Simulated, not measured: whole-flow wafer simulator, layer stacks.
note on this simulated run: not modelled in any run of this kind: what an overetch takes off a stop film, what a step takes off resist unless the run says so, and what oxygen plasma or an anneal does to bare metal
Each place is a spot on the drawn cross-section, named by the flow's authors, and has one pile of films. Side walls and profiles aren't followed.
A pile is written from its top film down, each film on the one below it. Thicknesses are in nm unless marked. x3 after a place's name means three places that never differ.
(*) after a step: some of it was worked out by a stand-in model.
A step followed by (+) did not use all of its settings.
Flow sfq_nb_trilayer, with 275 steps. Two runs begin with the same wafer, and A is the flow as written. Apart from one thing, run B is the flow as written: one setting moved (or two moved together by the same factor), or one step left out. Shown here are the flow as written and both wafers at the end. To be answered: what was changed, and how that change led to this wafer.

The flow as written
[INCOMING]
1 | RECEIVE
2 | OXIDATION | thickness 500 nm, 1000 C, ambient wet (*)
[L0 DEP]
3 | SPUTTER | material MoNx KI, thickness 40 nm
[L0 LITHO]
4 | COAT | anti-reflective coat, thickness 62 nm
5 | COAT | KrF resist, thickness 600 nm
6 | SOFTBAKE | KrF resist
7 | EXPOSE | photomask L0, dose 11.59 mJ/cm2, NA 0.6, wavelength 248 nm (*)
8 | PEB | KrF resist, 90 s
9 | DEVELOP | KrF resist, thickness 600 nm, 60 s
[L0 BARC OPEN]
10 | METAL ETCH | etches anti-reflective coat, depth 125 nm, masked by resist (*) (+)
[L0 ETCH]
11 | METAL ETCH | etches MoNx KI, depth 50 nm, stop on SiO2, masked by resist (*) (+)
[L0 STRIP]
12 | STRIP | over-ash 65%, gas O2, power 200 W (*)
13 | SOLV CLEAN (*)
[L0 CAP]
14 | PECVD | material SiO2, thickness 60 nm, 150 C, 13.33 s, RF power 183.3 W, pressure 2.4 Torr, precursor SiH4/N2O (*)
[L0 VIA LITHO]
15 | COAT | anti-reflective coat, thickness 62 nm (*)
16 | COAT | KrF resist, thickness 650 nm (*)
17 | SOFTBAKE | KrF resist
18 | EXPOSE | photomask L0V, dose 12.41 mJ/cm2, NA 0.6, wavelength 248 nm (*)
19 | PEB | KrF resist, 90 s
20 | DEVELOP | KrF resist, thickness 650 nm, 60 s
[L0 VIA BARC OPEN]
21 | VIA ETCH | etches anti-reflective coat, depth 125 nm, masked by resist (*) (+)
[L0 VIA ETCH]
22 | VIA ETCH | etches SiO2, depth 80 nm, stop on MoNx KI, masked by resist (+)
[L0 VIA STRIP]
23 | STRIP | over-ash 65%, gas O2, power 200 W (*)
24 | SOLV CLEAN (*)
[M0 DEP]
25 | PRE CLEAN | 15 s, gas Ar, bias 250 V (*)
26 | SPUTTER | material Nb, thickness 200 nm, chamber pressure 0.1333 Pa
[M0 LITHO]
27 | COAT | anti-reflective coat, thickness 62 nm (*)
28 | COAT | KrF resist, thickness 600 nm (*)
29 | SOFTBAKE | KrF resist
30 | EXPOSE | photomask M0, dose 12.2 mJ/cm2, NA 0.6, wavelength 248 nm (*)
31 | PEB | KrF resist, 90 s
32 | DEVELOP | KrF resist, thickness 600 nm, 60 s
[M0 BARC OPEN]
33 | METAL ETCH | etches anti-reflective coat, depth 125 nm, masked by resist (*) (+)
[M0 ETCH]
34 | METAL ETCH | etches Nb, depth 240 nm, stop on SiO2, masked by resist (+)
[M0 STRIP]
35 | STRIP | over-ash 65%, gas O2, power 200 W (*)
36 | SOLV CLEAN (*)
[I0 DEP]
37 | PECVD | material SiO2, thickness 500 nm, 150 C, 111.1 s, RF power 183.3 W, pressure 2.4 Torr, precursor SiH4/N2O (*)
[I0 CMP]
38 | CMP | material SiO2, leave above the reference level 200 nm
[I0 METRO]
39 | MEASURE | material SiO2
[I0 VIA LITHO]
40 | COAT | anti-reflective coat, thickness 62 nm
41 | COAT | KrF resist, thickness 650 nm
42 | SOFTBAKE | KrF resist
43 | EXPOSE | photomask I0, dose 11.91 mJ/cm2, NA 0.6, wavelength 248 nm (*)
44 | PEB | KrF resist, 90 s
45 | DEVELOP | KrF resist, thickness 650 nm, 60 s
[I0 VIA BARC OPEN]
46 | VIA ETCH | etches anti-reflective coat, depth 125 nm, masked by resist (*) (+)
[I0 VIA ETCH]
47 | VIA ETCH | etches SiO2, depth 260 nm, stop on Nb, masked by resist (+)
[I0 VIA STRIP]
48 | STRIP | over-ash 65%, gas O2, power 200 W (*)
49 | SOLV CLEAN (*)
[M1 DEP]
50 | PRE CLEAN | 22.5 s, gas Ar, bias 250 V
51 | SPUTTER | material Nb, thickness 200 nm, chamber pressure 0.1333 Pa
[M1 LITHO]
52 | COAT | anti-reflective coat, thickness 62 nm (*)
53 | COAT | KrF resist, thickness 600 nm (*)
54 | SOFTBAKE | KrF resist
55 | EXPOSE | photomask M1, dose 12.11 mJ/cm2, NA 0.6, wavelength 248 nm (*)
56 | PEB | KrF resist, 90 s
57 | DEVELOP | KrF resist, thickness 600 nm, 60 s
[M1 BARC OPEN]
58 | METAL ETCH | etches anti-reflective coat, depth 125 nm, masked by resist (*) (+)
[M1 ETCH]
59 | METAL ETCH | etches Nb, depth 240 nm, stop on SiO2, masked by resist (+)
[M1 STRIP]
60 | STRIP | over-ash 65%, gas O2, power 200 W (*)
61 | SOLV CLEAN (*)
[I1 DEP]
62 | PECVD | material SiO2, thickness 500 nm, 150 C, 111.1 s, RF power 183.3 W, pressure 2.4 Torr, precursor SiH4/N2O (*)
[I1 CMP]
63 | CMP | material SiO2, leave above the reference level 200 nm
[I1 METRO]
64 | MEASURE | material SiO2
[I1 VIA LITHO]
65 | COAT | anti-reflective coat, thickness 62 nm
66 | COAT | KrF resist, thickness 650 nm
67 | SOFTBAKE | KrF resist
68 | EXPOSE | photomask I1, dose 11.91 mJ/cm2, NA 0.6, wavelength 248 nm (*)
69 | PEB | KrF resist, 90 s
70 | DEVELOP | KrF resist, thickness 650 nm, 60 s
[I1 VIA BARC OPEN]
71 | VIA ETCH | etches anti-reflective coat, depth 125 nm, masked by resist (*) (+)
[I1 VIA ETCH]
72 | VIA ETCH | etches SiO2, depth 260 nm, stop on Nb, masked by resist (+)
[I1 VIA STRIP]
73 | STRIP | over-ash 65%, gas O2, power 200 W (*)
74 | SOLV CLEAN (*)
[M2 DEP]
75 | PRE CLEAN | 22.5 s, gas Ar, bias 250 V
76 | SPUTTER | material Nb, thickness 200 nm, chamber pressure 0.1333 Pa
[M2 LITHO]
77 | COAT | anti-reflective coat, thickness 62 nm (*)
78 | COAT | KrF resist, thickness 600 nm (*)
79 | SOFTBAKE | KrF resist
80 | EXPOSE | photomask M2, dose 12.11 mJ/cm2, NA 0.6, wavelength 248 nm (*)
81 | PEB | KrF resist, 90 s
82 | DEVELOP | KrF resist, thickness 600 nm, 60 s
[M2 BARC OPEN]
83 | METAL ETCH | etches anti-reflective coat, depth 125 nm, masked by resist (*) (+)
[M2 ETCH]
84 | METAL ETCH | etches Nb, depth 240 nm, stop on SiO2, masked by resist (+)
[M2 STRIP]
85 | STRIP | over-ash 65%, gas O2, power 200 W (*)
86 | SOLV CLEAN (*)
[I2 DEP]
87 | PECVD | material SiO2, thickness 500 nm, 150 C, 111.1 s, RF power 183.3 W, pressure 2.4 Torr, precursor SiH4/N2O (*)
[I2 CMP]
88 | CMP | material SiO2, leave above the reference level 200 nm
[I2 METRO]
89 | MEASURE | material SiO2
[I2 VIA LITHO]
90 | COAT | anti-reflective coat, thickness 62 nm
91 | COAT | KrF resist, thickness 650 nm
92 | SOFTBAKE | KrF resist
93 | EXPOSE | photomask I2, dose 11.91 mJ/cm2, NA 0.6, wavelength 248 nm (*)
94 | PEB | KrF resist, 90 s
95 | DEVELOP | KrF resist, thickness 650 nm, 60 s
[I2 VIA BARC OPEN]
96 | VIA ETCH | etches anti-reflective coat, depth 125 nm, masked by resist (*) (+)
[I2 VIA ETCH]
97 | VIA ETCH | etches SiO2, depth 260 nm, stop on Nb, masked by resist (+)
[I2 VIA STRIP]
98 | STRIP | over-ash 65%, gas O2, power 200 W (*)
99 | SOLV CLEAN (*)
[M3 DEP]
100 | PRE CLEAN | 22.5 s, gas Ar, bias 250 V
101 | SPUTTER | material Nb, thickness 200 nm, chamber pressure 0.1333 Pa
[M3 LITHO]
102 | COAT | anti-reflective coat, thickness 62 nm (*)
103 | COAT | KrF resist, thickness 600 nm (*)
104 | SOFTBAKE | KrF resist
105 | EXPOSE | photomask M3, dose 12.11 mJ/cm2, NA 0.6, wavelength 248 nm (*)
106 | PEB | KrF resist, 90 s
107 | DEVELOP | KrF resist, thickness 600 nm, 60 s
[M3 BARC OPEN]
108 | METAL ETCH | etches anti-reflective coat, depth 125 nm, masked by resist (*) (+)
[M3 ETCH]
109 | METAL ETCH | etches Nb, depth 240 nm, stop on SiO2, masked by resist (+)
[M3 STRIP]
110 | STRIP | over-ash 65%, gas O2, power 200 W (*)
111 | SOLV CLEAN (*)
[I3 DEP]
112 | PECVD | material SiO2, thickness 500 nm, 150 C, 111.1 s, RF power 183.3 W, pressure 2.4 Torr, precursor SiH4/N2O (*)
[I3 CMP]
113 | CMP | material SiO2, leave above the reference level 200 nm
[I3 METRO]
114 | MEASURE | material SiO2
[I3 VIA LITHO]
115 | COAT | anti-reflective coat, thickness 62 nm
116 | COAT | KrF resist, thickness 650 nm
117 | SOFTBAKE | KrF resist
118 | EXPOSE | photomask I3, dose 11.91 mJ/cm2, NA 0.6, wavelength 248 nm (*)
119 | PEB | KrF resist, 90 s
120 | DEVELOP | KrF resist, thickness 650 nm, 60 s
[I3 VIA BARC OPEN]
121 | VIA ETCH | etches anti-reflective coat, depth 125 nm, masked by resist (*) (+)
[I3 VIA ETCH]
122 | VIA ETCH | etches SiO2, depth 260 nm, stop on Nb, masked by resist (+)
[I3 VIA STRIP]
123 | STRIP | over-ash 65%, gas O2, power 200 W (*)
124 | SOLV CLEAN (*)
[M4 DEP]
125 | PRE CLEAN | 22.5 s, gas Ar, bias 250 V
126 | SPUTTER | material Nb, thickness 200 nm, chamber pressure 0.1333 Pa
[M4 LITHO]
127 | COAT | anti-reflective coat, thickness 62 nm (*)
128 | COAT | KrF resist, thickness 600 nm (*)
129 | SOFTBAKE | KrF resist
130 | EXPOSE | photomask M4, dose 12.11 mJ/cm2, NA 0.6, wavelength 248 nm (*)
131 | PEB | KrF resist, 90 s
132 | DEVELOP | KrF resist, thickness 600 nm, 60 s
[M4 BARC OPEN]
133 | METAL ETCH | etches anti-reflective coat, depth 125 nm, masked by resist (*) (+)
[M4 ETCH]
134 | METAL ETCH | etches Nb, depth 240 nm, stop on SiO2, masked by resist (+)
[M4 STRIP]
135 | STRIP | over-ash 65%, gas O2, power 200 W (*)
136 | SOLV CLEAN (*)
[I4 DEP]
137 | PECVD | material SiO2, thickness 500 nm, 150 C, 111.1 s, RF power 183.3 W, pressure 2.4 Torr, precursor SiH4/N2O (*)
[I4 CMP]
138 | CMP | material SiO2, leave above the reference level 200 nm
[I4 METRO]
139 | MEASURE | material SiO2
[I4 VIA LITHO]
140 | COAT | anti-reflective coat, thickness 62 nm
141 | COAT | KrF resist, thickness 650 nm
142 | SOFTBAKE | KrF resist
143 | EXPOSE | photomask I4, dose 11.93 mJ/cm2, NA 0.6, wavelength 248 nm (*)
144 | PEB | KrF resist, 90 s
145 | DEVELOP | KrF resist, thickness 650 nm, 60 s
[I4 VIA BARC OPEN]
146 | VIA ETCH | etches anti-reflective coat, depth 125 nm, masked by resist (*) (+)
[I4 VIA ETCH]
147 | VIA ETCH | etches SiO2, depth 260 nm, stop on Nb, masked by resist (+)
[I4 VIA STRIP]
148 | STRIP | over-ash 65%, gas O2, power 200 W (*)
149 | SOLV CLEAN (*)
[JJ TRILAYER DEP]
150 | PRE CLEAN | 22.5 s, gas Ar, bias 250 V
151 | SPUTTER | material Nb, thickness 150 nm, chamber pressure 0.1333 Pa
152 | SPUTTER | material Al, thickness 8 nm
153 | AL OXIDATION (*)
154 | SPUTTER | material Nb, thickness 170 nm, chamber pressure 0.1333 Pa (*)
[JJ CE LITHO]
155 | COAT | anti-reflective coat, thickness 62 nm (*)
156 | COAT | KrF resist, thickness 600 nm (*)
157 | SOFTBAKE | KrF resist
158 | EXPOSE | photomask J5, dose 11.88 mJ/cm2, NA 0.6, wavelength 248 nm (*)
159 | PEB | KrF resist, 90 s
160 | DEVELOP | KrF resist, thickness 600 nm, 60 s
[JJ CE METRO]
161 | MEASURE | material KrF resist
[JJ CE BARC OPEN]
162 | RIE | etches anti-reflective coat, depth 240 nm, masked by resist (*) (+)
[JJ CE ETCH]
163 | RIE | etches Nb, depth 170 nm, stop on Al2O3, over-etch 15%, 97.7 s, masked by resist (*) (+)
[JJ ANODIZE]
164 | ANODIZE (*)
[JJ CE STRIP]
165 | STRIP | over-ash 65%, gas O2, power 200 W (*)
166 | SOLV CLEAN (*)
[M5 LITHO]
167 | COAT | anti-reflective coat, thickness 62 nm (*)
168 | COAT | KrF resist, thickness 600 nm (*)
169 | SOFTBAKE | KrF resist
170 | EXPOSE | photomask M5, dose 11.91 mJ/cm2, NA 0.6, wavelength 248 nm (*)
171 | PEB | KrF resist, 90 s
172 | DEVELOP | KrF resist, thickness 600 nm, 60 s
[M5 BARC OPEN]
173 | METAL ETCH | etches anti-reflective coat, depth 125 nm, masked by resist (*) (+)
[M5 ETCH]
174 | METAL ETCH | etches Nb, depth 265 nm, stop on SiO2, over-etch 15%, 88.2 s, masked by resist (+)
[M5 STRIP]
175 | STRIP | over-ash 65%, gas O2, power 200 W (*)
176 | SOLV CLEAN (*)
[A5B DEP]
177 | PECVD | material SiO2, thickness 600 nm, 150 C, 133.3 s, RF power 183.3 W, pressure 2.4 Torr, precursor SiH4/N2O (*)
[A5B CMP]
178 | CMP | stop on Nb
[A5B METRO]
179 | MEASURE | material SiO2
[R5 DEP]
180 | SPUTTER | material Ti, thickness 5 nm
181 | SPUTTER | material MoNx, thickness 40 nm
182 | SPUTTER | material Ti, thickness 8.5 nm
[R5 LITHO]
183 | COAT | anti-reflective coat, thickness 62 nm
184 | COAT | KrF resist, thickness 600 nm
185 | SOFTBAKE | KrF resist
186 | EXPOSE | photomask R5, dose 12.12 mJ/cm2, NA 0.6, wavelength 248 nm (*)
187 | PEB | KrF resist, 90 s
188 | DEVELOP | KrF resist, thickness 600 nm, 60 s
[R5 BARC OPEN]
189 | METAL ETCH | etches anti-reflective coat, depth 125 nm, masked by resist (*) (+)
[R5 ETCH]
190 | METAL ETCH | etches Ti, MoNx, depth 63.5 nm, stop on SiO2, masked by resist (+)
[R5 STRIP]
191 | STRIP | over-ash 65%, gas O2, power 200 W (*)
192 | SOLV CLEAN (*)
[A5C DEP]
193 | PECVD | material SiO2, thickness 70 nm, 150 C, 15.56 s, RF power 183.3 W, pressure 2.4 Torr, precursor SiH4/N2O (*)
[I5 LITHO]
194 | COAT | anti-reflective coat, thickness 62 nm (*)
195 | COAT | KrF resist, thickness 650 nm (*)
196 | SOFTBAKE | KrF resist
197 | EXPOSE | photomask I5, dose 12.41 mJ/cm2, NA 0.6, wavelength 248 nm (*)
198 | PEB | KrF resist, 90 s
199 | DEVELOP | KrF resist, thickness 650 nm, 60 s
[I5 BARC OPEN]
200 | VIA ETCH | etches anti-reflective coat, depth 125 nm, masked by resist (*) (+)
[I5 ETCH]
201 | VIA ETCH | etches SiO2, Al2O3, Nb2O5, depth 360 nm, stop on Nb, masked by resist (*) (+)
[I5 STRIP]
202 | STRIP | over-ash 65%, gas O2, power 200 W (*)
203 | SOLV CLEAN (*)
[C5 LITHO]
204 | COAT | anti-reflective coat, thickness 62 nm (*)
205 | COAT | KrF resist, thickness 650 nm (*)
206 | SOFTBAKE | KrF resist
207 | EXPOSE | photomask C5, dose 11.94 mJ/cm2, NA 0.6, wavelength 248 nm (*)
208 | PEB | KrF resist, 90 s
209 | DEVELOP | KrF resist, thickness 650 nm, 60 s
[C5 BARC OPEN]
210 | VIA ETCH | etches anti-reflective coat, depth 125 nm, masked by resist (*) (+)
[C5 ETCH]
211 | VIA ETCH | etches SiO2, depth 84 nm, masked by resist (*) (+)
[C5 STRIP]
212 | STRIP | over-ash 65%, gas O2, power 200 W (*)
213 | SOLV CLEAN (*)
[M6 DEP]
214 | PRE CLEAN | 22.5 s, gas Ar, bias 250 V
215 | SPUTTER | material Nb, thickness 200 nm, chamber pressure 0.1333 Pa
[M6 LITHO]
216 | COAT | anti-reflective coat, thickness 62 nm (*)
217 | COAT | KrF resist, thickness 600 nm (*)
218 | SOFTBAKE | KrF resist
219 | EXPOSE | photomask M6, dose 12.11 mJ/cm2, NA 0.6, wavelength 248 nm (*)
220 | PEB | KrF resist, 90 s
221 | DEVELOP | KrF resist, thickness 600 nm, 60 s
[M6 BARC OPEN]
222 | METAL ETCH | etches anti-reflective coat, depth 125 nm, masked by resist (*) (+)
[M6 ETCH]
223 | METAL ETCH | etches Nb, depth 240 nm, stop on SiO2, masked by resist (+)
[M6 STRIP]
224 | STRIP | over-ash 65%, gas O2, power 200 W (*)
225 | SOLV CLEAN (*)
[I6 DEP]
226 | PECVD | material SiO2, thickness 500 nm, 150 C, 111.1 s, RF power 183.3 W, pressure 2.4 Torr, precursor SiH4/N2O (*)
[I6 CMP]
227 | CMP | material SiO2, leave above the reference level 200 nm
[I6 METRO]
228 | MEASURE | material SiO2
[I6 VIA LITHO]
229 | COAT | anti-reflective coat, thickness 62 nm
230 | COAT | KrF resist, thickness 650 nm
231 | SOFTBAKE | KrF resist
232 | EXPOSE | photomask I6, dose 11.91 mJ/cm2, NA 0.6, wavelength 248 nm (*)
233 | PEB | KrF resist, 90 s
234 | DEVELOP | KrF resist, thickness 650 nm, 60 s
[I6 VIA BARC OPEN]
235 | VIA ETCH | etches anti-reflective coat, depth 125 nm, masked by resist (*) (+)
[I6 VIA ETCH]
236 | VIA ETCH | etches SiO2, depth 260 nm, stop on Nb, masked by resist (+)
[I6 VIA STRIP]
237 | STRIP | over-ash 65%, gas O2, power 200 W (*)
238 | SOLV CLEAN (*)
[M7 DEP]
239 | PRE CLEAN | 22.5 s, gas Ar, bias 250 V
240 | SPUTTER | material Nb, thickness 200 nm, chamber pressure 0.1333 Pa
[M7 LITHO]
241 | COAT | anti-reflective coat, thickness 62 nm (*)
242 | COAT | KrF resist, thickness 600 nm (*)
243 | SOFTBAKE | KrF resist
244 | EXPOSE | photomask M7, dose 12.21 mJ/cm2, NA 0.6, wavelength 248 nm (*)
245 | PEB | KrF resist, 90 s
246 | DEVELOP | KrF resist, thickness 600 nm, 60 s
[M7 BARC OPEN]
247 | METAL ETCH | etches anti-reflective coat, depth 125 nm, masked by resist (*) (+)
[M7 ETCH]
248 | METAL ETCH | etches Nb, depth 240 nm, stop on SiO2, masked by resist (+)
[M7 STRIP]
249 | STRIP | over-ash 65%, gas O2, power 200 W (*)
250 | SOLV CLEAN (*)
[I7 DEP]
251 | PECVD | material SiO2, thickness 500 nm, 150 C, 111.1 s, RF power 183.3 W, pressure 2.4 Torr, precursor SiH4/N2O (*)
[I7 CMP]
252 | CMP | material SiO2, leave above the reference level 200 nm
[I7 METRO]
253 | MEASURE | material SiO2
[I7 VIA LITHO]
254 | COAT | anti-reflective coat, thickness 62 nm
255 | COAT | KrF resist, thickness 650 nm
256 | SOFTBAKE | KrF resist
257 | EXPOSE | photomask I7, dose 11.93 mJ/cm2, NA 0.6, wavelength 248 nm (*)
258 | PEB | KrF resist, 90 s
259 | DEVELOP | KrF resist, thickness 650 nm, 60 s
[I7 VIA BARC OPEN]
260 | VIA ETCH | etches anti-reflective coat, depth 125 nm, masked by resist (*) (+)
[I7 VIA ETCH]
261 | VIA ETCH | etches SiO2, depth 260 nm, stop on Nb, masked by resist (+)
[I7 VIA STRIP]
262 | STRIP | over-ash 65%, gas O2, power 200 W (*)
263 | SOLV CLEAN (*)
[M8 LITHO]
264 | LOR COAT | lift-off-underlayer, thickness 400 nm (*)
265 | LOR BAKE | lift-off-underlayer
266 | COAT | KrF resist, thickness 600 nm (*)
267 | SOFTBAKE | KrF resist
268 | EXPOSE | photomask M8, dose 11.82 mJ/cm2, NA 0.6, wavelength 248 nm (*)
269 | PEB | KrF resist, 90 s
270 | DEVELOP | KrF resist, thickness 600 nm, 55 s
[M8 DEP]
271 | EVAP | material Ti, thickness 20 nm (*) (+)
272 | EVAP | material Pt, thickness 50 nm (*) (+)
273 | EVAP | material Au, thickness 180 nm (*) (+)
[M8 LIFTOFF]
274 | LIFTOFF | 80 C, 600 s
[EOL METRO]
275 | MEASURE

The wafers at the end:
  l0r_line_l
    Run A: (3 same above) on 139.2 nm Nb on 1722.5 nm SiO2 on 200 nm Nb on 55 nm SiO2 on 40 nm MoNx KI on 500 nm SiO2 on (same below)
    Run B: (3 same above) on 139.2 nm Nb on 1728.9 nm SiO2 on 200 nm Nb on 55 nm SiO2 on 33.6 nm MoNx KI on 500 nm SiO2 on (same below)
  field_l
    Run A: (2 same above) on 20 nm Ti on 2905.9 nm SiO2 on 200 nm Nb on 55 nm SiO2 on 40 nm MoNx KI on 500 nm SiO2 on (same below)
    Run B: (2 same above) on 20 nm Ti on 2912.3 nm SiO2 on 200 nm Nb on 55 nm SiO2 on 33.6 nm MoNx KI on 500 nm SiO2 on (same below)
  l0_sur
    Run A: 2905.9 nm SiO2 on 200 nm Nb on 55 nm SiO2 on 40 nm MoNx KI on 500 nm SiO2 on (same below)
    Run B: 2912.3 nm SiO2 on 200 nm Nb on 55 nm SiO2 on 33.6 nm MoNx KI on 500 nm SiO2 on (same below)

Cause: step 3, SPUTTER: thickness 33.6 nm was run, while the flow as written has thickness 40 nm.
One can read it off the wafer: l0r_line_l has MoNx KI 33.6, and step 3 as written asks for 40 nm.

The path from the change to this, step by step:
  3 | SPUTTER | material MoNx KI, thickness 40 nm
      field_l, v_sur, via_wl and 103 more: A MoNx KI gains 40 (new film) | B MoNx KI gains 33.6 (new film)
  11 | METAL ETCH | etches MoNx KI, depth 50 nm, stop on SiO2, masked by resist (*) (+)
      v_sur, via_wl, via_w and 97 more: A MoNx KI loses 40 (all of it) | B MoNx KI loses 33.6 (all of it)
  15 | COAT | anti-reflective coat, thickness 62 nm (*)
      v_sur: A anti-reflective coat gains 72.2 (new film) | B anti-reflective coat gains 70.6 (new film)
      l0r_space_c: A anti-reflective coat gains 77.2 (new film) | B anti-reflective coat gains 74.8 (new film)
  23 | STRIP | over-ash 65%, gas O2, power 200 W (*)
      v_sur: A KrF resist loses 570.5 (all of it), anti-reflective coat loses 72.2 (all of it) | B KrF resist loses 568.6 (all of it), anti-reflective coat loses 70.6 (all of it)
      l0r_space_c: A KrF resist loses 576.8 (all of it), anti-reflective coat loses 77.2 (all of it) | B KrF resist loses 574 (all of it), anti-reflective coat loses 74.8 (all of it)
  27 | COAT | anti-reflective coat, thickness 62 nm (*)
      v_sur: A anti-reflective coat gains 72.3 (new film) | B anti-reflective coat gains 70.7 (new film)
      l0r_space_c: A anti-reflective coat gains 78 (new film) | B anti-reflective coat gains 75.4 (new film)
  35 | STRIP | over-ash 65%, gas O2, power 200 W (*)
      v_sur: A KrF resist loses 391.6 (all of it), anti-reflective coat loses 72.3 (all of it) | B KrF resist loses 390 (all of it), anti-reflective coat loses 70.7 (all of it)
      l0r_space_c: A KrF resist loses 397.6 (all of it), anti-reflective coat loses 78 (all of it) | B KrF resist loses 395.1 (all of it), anti-reflective coat loses 75.4 (all of it)
  38 | CMP | material SiO2, leave above the reference level 200 nm
      l0v: A SiO2 loses 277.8 | B SiO2 loses 271.4
